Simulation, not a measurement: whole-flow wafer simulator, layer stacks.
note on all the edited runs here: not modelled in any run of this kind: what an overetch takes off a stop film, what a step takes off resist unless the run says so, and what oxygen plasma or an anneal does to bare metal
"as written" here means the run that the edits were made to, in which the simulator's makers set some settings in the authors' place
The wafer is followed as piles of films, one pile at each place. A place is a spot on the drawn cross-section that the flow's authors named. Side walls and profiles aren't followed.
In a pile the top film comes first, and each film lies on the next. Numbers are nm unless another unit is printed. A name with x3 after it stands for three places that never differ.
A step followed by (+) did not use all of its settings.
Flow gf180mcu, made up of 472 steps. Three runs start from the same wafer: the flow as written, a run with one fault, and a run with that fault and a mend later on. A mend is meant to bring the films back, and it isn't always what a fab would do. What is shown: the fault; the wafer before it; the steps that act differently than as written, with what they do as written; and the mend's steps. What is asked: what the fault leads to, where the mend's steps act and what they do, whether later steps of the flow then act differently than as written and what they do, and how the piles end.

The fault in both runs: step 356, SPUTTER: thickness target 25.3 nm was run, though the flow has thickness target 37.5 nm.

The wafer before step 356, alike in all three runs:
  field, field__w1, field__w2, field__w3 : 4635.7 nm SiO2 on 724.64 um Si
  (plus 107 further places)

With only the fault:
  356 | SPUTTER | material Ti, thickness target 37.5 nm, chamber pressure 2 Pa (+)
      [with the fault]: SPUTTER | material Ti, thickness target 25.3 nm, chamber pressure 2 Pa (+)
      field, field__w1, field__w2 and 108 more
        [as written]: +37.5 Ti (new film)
        [with the fault]: +25.3 Ti (new film)
  Later steps of the flow acting differently than as written:
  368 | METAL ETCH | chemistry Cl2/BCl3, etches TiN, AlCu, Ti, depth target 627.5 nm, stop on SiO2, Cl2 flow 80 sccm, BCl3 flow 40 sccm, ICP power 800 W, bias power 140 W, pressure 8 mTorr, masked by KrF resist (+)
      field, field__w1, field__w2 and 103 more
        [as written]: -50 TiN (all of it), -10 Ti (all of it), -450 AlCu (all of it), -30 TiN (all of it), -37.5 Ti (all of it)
        [with the fault]: -50 TiN (all of it), -10 Ti (all of it), -450 AlCu (all of it), -30 TiN (all of it), -25.3 Ti (all of it)
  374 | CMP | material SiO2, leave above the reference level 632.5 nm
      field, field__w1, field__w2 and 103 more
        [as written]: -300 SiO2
        [with the fault]: -312.2 SiO2
  The piles end different from the flow's at field__w8, contact, m1, m1__w1, m1_nw by more than 2% or 0.5 nm, whichever is larger.
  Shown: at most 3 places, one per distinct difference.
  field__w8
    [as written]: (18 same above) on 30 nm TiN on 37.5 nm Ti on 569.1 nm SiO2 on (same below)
    [with the fault]: (18 same above) on 30 nm TiN on 25.3 nm Ti on 569.1 nm SiO2 on (same below)
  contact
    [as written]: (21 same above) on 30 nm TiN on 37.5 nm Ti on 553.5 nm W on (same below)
    [with the fault]: (21 same above) on 30 nm TiN on 25.3 nm Ti on 553.5 nm W on (same below)

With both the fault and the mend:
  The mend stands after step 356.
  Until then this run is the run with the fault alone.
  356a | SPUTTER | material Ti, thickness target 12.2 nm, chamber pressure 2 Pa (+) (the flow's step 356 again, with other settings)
      field, field__w1, field__w2 and 108 more
        +12.2 Ti
  Every later step of the flow that is run acts as written at every place that is followed.
  By the end, the piles equal the flow's at every place that both follow.
